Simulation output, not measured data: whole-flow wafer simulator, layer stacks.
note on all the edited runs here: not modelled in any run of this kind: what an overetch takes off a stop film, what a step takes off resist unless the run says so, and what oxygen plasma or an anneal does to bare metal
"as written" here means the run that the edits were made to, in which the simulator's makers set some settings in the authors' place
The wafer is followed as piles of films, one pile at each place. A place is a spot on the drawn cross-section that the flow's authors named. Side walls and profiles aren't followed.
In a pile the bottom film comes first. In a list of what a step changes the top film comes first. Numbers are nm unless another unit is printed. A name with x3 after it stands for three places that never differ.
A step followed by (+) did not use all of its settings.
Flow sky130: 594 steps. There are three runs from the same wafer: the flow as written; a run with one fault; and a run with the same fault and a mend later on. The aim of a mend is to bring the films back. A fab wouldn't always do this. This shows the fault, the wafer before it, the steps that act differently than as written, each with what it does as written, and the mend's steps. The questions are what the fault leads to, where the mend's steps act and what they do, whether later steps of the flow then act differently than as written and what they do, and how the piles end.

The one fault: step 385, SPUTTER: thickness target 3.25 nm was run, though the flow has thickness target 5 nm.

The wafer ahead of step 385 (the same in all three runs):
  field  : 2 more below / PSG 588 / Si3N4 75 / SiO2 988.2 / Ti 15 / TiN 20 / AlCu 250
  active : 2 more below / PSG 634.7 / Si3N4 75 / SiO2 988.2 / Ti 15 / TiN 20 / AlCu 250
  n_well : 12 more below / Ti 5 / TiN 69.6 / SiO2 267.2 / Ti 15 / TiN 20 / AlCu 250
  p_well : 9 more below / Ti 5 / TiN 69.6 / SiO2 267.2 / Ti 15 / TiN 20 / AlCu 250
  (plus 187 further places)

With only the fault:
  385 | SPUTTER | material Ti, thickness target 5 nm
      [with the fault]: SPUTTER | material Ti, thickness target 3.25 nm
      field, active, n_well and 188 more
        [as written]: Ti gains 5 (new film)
        [with the fault]: Ti gains 3.25 (new film)
  Steps later in the flow that act otherwise than as written (8 other steps are not shown; they differ only slightly, by no more than 2% or 0.5 nm, whichever is larger):
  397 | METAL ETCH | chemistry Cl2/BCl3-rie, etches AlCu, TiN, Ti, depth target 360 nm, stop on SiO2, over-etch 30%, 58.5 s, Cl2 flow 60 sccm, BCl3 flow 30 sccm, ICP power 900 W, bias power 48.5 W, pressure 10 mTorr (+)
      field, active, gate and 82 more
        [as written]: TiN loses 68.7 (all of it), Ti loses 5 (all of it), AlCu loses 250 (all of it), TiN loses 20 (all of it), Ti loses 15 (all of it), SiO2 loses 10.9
        [with the fault]: TiN loses 68.7 (all of it), Ti loses 3.25 (all of it), AlCu loses 250 (all of it), TiN loses 20 (all of it), Ti loses 15 (all of it), SiO2 loses 11.1
  At n_well, p_well, gate_hv and 103 more, the piles at the end differ from the flow's by more than 2% or 0.5 nm, whichever is larger.
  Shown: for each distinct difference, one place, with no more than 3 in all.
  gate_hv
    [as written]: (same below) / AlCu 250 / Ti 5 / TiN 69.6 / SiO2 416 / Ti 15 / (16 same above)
    [with the fault]: (same below) / AlCu 250 / Ti 3.25 / TiN 69.6 / SiO2 417.8 / Ti 15 / (16 same above)
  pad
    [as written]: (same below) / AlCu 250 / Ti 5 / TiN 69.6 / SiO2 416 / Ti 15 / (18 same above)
    [with the fault]: (same below) / AlCu 250 / Ti 3.25 / TiN 69.6 / SiO2 417.8 / Ti 15 / (18 same above)
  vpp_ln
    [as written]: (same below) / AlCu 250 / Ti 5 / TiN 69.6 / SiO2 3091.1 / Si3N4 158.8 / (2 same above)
    [with the fault]: (same below) / AlCu 250 / Ti 3.25 / TiN 69.6 / SiO2 3092.9 / Si3N4 158.8 / (2 same above)

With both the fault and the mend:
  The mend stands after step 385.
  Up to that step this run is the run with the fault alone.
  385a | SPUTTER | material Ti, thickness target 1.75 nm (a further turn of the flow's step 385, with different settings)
      field, active, n_well and 188 more
        Ti gains 1.75
  Every later step of the flow that is run acts as written at every place that is followed.
  The piles end the same as the flow's at every place that both follow.
